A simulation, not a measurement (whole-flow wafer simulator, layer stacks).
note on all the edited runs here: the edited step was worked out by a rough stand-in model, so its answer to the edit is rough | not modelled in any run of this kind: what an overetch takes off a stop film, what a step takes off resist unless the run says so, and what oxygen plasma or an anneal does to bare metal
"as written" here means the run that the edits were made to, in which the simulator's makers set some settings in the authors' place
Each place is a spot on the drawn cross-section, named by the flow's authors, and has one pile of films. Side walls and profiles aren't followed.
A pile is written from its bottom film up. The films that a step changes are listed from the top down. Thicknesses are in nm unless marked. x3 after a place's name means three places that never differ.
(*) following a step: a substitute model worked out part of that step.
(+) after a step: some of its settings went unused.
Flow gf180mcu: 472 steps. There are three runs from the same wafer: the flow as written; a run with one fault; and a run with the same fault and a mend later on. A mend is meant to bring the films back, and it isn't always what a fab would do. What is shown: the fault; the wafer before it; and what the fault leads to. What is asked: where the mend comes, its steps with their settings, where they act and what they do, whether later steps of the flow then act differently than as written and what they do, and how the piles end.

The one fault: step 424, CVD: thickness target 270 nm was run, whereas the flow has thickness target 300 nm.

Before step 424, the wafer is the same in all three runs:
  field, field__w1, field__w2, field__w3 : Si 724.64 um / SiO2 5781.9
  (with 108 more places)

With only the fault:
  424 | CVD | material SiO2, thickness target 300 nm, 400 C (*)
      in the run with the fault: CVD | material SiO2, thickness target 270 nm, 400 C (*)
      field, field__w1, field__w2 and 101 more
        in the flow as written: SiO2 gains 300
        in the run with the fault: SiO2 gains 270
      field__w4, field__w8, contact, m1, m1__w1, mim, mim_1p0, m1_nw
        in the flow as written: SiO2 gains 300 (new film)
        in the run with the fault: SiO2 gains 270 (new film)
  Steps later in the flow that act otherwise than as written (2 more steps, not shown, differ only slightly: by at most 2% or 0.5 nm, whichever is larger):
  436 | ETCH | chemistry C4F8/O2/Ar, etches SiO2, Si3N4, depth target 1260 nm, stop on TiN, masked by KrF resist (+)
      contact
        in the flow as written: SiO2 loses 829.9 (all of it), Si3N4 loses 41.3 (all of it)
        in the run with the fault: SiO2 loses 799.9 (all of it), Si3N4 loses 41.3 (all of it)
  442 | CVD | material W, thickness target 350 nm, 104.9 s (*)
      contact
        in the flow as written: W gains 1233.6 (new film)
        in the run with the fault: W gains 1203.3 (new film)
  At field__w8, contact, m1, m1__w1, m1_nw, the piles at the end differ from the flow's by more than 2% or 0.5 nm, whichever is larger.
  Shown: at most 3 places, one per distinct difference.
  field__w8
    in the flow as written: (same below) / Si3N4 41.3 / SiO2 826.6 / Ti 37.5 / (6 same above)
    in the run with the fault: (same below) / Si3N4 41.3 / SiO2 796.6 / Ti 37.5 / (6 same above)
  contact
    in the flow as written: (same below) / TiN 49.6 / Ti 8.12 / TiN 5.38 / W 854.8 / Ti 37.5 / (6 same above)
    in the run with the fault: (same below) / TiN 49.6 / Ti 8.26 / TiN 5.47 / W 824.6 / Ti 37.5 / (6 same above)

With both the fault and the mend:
  After step 424 comes the mend.
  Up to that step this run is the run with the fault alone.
  424a | CVD | material SiO2, thickness target 30 nm, 400 C (*) (a further turn of the flow's step 424, with different settings)
      field, field__w1, field__w2 and 109 more
        SiO2 gains 30
  Later steps of the flow that are run all act as written at every place that is followed.
  At every place that both follow, the piles at the end match the flow's.
